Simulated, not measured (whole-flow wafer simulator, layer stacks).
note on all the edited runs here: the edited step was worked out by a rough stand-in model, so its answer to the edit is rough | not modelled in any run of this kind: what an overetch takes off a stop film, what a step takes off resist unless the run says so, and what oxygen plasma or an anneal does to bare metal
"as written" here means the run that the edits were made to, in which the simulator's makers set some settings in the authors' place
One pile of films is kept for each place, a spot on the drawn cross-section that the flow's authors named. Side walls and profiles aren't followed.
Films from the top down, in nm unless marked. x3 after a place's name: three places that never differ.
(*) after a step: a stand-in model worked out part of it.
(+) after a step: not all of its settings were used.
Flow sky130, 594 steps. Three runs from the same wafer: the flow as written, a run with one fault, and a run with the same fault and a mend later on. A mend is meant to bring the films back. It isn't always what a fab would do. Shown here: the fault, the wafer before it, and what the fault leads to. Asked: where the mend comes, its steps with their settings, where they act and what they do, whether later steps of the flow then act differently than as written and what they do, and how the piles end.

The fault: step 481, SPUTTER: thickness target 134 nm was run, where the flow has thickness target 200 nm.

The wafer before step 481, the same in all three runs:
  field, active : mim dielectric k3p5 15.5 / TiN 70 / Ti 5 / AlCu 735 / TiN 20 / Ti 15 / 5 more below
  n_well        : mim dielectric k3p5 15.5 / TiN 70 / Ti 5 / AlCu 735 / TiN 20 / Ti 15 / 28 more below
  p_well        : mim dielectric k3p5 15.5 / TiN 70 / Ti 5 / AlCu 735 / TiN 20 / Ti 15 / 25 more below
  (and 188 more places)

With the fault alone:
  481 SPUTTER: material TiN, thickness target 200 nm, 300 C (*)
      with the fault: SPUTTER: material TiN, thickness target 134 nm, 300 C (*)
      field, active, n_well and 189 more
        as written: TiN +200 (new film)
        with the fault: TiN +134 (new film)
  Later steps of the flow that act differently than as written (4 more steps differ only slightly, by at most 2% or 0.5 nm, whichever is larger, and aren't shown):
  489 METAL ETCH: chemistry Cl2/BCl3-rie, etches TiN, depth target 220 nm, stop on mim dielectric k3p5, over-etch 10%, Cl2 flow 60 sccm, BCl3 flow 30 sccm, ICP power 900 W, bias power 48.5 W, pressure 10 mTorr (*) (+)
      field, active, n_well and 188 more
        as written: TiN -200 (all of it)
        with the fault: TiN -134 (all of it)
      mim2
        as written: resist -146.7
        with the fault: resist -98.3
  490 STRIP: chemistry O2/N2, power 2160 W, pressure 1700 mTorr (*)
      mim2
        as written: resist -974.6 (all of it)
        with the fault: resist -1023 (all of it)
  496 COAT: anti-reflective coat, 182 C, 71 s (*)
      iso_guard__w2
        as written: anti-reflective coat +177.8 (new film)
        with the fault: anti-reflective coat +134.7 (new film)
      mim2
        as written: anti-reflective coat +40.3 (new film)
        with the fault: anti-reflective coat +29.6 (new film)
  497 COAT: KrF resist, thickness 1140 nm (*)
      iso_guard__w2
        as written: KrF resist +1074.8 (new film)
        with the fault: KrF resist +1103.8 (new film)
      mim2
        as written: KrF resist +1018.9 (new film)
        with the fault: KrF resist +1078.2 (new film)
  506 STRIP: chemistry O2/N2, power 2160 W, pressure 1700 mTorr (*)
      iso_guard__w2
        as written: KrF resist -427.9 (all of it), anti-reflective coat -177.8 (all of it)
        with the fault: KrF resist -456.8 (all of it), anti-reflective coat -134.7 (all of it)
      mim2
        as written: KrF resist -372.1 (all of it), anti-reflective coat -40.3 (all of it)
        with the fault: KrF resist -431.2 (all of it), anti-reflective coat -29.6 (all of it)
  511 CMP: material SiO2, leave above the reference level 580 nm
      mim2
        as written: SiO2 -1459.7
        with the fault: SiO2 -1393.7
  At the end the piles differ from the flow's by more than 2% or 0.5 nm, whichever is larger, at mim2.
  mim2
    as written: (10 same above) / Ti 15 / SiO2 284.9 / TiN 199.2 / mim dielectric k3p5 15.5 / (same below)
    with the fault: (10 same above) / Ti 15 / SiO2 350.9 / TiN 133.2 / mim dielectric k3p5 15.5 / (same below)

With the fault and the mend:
  The mend comes after step 481.
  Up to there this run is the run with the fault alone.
  481a SPUTTER: material TiN, thickness target 66 nm, 300 C (*) (the flow's step 481 once more, with other settings)
      field, active, n_well and 189 more
        TiN +66
  No later step of the flow acts differently than as written at any place that is followed.
  At the end the piles are the same as the flow's at every place that both follow.
